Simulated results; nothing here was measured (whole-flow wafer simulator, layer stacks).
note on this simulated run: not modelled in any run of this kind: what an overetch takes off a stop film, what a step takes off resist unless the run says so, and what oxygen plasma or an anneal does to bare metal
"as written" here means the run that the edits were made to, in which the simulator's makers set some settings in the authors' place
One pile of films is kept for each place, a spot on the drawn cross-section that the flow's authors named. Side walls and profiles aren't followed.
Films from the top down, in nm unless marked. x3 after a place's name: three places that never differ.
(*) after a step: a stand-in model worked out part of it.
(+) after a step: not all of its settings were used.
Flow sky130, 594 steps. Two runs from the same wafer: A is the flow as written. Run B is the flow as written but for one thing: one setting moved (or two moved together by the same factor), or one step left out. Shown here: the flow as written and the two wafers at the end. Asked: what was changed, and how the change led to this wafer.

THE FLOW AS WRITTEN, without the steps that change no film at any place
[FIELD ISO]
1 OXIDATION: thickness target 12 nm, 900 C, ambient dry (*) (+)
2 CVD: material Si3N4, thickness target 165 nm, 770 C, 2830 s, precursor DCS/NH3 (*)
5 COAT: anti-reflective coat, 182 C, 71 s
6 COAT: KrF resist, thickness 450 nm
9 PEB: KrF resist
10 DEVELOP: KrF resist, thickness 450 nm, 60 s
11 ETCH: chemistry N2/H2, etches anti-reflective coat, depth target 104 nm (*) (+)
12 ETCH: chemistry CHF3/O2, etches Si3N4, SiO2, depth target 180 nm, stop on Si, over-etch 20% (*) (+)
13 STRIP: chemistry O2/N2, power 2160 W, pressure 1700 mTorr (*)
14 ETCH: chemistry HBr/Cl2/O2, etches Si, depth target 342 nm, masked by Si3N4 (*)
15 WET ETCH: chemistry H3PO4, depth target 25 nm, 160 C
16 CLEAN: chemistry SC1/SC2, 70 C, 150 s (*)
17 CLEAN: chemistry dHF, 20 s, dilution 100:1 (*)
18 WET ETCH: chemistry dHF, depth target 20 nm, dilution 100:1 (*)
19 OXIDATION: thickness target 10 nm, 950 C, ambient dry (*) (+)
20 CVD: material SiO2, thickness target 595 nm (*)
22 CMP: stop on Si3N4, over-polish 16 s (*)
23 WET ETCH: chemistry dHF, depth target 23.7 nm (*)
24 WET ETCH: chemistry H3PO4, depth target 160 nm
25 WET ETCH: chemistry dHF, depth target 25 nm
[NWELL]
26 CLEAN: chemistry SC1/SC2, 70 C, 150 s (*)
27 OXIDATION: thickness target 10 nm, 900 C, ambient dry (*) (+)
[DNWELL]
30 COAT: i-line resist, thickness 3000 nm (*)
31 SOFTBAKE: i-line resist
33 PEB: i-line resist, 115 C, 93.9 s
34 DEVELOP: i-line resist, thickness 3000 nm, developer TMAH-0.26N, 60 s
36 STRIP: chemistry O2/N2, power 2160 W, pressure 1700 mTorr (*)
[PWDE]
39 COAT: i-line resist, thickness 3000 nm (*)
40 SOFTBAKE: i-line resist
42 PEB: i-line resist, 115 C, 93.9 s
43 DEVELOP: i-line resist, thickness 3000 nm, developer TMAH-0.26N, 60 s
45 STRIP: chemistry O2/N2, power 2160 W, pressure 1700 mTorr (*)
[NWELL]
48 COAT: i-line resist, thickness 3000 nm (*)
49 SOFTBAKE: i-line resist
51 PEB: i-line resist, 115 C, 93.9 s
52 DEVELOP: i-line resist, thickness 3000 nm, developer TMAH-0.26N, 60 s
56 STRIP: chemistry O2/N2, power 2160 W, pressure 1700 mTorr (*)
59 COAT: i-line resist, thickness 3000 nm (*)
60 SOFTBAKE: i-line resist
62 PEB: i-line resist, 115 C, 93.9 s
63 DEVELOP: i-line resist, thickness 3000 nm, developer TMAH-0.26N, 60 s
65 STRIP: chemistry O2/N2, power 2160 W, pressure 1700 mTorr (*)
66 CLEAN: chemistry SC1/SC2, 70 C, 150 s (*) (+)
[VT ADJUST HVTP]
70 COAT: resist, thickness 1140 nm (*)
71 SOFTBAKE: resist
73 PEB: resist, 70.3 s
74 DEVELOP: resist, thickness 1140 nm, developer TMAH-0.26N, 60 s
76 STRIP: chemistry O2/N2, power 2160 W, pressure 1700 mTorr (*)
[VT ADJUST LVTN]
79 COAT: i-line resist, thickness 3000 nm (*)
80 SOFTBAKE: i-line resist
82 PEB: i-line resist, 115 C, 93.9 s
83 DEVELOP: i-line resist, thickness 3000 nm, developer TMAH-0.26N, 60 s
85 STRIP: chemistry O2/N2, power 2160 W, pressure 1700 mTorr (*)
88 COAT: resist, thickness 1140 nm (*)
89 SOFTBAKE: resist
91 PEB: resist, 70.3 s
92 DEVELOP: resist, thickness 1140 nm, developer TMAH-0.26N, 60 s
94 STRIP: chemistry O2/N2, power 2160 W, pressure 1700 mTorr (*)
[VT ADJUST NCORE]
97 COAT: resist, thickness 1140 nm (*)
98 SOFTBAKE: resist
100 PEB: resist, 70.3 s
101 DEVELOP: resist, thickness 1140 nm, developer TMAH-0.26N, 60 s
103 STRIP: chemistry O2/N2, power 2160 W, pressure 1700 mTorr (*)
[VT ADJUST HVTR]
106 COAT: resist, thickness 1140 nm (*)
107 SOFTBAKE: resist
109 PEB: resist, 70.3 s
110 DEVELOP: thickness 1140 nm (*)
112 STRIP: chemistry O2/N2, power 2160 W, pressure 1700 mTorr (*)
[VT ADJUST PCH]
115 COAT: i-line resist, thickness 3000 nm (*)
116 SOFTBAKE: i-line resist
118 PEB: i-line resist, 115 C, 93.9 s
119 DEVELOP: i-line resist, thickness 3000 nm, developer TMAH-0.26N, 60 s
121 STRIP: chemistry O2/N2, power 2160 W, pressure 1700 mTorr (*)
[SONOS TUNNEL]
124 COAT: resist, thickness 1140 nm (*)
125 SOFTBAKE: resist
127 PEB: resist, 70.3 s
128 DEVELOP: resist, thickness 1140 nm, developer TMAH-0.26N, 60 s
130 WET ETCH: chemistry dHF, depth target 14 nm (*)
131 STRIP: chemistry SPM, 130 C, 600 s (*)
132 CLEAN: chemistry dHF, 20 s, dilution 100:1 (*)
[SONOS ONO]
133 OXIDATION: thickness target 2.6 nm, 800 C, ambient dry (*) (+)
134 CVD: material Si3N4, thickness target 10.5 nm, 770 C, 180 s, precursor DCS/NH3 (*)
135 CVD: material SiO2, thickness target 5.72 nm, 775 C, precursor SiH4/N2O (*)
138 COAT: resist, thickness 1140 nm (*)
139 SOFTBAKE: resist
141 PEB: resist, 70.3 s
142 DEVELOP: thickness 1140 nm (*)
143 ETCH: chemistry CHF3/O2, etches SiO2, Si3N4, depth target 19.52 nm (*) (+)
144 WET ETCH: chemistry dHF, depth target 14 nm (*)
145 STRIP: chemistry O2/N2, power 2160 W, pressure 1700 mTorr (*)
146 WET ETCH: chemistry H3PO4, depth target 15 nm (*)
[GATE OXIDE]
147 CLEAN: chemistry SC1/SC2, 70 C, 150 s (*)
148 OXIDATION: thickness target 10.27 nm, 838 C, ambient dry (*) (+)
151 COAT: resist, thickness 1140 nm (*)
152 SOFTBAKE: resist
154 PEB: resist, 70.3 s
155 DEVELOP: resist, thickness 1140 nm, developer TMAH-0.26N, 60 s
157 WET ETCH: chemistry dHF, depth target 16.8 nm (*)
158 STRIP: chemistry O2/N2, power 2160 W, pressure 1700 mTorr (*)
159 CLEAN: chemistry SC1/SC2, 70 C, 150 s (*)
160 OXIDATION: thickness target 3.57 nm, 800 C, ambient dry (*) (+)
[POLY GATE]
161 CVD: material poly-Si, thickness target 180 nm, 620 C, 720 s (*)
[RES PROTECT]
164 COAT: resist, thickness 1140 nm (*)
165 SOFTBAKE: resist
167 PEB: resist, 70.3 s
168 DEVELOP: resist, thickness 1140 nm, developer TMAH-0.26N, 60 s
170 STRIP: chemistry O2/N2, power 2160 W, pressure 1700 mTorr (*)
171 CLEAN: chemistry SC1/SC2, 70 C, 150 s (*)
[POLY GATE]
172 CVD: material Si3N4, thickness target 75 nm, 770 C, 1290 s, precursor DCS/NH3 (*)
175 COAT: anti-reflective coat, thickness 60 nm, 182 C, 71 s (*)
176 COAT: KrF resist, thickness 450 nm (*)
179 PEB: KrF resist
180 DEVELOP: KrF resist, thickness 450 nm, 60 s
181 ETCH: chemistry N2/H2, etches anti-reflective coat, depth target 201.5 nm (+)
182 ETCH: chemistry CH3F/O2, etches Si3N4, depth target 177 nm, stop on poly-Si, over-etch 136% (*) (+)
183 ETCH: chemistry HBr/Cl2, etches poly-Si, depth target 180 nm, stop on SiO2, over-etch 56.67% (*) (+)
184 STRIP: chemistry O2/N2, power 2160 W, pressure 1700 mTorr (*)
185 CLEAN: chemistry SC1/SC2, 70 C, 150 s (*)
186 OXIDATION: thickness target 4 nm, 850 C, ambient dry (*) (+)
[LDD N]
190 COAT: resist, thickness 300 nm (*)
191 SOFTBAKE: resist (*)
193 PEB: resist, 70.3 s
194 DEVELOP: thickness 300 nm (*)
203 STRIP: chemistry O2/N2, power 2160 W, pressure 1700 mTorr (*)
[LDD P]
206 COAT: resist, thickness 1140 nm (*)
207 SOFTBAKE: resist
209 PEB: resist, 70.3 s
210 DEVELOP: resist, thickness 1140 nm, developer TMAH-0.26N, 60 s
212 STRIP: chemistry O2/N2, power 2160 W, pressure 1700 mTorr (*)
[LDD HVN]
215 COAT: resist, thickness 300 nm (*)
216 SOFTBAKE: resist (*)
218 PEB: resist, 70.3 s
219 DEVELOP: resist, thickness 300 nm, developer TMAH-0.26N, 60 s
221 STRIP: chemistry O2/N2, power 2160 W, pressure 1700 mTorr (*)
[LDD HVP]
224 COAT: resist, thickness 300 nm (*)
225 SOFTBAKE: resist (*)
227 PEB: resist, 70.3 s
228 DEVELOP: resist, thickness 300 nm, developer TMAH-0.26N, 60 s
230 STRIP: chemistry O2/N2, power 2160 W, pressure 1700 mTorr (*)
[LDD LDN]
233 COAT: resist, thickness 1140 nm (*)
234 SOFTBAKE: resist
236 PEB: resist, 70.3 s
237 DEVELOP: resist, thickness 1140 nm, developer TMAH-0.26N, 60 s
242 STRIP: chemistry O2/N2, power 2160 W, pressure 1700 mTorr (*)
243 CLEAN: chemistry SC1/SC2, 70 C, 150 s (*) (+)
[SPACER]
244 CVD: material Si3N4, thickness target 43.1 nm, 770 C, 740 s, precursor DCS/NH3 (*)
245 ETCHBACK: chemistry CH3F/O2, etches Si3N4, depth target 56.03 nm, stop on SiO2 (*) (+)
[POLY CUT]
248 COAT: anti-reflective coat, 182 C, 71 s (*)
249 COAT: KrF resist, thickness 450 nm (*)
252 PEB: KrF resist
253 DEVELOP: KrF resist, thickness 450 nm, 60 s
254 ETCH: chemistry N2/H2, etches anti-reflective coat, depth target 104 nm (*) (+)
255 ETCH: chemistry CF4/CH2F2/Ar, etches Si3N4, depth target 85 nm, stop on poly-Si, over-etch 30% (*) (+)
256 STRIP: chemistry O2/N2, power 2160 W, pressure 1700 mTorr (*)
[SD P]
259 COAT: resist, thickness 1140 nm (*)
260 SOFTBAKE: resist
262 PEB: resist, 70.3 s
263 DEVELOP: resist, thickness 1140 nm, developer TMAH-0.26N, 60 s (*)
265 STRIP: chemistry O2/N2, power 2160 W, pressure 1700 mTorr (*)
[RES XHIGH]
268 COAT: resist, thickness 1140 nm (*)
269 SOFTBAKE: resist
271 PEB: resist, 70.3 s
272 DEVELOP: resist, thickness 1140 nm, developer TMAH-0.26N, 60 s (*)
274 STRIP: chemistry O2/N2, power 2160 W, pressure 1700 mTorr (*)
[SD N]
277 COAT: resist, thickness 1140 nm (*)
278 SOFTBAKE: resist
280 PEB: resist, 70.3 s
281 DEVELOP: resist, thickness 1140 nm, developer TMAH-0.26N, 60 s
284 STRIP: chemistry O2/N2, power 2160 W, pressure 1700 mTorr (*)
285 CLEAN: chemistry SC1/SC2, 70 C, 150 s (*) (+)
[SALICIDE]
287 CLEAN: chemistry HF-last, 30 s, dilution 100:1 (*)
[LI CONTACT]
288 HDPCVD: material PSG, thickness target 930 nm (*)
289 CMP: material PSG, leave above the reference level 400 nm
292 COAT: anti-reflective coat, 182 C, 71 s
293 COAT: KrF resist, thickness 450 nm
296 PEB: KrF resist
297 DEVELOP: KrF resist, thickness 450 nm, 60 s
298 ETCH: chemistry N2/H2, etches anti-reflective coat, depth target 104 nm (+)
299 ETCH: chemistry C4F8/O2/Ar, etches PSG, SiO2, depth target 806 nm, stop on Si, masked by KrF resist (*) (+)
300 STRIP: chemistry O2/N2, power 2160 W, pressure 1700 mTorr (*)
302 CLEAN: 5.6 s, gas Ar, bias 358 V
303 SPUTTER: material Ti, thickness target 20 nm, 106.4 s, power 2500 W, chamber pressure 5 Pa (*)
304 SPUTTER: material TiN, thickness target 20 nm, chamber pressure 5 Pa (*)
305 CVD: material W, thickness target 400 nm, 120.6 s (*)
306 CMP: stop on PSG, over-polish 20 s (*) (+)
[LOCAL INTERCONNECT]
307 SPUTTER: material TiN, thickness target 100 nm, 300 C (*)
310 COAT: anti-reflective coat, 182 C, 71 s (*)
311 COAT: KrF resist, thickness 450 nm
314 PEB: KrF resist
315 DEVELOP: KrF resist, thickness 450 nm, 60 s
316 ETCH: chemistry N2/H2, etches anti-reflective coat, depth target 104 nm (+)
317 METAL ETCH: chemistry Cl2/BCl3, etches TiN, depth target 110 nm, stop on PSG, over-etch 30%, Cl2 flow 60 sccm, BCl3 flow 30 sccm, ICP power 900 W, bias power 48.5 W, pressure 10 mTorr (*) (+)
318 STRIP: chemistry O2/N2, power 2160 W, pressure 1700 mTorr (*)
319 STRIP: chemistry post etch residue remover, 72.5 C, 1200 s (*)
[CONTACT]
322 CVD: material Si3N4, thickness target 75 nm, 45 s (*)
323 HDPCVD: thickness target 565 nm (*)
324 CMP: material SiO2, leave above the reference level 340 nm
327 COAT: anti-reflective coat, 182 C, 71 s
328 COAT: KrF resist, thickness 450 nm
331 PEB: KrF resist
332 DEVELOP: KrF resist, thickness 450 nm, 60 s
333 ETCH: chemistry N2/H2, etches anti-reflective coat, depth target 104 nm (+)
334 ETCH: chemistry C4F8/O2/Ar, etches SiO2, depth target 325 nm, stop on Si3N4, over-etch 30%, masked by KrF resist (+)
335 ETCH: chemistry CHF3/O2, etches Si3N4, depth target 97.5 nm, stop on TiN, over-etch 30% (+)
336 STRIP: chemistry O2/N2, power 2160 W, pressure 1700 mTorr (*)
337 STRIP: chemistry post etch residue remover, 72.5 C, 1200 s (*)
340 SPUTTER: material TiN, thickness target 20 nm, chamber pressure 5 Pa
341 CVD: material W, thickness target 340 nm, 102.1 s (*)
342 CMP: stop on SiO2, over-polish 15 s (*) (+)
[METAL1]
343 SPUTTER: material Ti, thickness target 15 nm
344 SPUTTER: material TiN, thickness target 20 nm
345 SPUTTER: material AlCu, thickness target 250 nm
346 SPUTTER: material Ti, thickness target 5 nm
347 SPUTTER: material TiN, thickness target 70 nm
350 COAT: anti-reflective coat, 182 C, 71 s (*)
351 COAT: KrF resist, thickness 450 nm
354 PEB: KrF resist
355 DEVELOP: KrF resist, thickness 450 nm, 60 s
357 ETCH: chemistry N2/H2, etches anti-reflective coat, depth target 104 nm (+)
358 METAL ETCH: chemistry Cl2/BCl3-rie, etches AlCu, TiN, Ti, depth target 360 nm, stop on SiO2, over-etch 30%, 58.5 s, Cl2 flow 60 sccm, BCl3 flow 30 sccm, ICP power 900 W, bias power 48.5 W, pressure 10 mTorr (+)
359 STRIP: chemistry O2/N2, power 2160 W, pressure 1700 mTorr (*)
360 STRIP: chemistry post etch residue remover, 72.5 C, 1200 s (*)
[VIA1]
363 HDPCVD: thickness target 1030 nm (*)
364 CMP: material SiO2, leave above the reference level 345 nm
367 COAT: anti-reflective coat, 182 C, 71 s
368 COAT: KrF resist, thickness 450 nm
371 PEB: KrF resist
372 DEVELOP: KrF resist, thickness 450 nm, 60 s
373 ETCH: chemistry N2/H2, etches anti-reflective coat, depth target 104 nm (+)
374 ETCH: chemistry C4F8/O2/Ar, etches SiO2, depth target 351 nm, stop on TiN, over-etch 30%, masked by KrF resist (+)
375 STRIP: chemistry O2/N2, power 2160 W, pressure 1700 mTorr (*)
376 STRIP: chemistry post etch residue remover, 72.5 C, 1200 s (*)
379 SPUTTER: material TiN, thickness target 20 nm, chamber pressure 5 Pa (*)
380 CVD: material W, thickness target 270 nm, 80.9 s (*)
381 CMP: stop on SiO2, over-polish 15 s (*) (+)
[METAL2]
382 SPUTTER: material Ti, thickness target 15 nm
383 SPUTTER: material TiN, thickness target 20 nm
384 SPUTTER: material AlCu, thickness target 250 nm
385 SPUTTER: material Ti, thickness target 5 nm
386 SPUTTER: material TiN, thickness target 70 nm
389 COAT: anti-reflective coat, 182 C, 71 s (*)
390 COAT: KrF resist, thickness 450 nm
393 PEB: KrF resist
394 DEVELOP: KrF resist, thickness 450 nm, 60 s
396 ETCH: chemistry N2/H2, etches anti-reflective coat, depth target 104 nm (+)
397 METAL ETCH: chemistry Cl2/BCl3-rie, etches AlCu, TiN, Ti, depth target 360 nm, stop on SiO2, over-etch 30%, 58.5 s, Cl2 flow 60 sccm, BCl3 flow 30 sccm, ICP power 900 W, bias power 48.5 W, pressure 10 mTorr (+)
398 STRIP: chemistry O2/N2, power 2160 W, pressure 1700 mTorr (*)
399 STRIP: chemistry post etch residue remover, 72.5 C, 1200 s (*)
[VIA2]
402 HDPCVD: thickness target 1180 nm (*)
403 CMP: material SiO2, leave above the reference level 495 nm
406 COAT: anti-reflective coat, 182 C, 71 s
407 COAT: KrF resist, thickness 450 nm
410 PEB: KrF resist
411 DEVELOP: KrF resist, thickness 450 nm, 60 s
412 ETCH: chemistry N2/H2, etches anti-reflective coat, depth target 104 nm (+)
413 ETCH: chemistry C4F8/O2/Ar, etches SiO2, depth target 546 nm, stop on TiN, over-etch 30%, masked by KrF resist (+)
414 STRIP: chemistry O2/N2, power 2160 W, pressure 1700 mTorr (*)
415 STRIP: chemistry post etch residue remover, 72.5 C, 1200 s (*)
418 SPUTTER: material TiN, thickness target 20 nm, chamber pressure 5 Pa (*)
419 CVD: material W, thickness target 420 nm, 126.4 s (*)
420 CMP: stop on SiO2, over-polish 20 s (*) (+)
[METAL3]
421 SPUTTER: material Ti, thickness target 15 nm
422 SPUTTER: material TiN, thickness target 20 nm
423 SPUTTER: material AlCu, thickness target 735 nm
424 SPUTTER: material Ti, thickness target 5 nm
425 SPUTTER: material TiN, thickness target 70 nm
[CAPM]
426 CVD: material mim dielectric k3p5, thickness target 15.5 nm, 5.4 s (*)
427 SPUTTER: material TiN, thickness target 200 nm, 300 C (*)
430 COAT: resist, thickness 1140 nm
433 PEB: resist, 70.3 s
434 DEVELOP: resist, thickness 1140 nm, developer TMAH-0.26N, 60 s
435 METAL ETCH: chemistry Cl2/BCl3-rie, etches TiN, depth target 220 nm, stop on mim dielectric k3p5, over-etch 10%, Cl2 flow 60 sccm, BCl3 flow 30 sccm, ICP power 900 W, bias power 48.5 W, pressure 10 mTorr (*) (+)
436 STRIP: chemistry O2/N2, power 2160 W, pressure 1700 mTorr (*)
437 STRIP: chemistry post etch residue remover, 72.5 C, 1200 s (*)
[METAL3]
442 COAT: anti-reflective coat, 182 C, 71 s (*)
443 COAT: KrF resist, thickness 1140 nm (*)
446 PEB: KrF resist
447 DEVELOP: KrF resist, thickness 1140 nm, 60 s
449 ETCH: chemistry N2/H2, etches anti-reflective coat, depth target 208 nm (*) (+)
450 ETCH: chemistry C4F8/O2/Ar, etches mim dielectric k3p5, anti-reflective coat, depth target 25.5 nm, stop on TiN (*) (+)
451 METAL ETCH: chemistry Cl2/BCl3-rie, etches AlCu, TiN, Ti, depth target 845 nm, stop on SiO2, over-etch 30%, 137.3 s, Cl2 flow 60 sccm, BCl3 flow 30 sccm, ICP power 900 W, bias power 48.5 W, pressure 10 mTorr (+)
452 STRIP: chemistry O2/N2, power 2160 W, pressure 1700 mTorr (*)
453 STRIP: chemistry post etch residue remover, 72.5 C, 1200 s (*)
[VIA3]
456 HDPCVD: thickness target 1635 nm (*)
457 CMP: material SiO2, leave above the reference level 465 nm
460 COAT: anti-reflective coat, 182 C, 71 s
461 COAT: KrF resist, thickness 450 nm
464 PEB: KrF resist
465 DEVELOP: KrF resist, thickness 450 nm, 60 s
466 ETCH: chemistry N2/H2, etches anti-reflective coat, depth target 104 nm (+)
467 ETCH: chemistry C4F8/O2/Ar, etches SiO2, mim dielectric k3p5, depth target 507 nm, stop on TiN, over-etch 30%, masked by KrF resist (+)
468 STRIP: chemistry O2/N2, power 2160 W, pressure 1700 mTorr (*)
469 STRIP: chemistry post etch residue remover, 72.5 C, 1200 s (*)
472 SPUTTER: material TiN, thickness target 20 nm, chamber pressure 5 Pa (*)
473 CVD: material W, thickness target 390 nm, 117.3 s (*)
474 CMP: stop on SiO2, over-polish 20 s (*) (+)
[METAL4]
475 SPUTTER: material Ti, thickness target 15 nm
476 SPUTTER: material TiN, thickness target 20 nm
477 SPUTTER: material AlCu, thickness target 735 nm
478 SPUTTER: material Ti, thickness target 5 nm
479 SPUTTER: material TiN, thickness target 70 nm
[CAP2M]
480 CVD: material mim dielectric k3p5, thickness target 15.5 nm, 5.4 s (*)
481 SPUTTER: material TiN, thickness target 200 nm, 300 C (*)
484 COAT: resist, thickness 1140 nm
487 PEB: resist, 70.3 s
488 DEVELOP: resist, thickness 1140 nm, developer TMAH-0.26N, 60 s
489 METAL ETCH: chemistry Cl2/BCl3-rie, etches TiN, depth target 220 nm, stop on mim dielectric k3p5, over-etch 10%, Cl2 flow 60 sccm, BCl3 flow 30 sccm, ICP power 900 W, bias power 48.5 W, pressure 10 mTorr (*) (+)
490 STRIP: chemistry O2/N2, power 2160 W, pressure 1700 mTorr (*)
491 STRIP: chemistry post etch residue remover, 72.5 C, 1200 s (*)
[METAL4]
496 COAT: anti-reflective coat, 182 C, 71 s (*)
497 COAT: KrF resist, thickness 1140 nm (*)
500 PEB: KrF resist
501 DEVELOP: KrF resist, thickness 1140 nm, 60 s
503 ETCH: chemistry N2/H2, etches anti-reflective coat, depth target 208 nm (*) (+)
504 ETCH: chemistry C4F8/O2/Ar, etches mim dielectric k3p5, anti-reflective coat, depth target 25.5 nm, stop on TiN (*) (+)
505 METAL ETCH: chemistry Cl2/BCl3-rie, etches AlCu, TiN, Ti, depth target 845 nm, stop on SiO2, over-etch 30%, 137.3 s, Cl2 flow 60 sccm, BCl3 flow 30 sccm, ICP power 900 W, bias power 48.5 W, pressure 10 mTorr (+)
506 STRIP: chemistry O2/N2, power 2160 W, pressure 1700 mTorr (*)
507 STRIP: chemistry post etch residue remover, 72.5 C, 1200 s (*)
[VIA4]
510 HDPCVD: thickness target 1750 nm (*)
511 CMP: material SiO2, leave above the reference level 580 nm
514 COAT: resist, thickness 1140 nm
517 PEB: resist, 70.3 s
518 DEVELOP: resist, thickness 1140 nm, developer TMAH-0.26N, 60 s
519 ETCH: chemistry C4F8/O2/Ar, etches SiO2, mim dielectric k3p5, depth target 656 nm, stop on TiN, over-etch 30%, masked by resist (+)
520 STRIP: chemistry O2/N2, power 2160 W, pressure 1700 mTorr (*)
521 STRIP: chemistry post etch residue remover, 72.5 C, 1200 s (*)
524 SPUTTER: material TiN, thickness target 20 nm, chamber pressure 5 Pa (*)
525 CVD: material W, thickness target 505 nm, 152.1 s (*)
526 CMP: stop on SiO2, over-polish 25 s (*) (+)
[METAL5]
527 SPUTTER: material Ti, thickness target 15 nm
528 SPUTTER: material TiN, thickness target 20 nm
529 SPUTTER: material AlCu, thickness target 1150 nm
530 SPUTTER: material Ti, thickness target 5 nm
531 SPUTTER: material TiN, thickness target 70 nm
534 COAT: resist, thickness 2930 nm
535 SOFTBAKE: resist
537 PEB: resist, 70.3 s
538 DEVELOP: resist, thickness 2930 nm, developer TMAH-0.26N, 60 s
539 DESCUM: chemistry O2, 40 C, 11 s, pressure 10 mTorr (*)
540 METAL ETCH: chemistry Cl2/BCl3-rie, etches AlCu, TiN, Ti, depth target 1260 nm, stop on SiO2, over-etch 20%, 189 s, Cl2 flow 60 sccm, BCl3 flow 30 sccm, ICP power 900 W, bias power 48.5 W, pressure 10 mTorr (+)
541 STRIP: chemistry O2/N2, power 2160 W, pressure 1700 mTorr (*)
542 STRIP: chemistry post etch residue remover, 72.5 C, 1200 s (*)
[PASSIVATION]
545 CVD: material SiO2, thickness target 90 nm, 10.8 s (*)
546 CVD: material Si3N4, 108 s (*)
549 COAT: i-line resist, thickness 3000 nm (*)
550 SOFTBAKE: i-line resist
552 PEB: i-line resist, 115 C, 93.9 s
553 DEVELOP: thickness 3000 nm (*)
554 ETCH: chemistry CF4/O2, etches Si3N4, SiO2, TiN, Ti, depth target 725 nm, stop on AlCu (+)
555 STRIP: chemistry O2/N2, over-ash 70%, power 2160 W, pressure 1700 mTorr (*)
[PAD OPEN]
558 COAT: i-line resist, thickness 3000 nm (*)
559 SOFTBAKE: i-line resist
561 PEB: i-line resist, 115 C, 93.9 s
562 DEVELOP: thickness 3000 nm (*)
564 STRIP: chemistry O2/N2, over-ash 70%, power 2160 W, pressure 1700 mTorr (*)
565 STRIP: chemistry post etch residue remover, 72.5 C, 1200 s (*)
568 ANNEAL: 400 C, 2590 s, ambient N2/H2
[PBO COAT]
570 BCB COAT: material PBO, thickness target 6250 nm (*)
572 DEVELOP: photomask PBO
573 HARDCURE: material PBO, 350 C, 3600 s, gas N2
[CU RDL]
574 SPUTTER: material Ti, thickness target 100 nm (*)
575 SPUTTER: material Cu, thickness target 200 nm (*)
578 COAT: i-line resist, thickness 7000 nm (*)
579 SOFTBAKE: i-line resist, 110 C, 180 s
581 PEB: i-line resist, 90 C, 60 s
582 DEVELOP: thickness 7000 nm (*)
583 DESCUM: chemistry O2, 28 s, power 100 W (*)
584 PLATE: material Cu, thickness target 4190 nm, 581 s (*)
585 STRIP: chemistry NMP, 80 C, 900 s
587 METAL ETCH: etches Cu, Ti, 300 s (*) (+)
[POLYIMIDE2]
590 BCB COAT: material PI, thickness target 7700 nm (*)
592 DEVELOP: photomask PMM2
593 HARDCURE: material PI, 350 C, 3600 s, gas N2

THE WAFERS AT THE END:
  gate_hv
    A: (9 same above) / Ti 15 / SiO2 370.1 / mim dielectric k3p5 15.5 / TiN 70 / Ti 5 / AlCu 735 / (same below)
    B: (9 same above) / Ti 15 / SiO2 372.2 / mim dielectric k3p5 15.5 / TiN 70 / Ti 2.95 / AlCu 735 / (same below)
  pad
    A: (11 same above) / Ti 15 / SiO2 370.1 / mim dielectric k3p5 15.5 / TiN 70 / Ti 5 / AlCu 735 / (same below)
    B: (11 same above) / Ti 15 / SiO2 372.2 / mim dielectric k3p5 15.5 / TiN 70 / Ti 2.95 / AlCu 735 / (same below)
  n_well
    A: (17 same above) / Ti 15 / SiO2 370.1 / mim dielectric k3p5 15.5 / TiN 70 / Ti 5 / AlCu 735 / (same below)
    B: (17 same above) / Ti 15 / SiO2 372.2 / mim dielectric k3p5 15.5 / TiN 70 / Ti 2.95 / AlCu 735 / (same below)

The cause: step 424, SPUTTER: thickness target 2.95 nm was run, where the flow has thickness target 5 nm.
It can be read off the wafer: gate_hv has Ti 2.95, and step 424 as written asks for 5 nm.

How the change led to this, step by step:
  424 SPUTTER: material Ti, thickness target 5 nm
      field, active, n_well and 188 more: A Ti +5 (new film) | B Ti +2.95 (new film)
  451 METAL ETCH: chemistry Cl2/BCl3-rie, etches AlCu, TiN, Ti, depth target 845 nm, stop on SiO2, over-etch 30%, 137.3 s, Cl2 flow 60 sccm, BCl3 flow 30 sccm, ICP power 900 W, bias power 48.5 W, pressure 10 mTorr (+)
      field, gate, spacer and 68 more: A TiN -70 (all of it), Ti -5 (all of it), AlCu -735 (all of it), TiN -20 (all of it), Ti -15 (all of it), SiO2 -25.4 | B TiN -70 (all of it), Ti -2.95 (all of it), AlCu -735 (all of it), TiN -20 (all of it), Ti -15 (all of it), SiO2 -25.6
      active, vpp_ln, vpp_iso2 and 11 more: A TiN -70 (all of it), Ti -5 (all of it), AlCu -735 (all of it), TiN -20 (all of it), Ti -15 (all of it), SiO2 -25.3 | B TiN -70 (all of it), Ti -2.95 (all of it), AlCu -735 (all of it), TiN -20 (all of it), Ti -15 (all of it), SiO2 -25.6
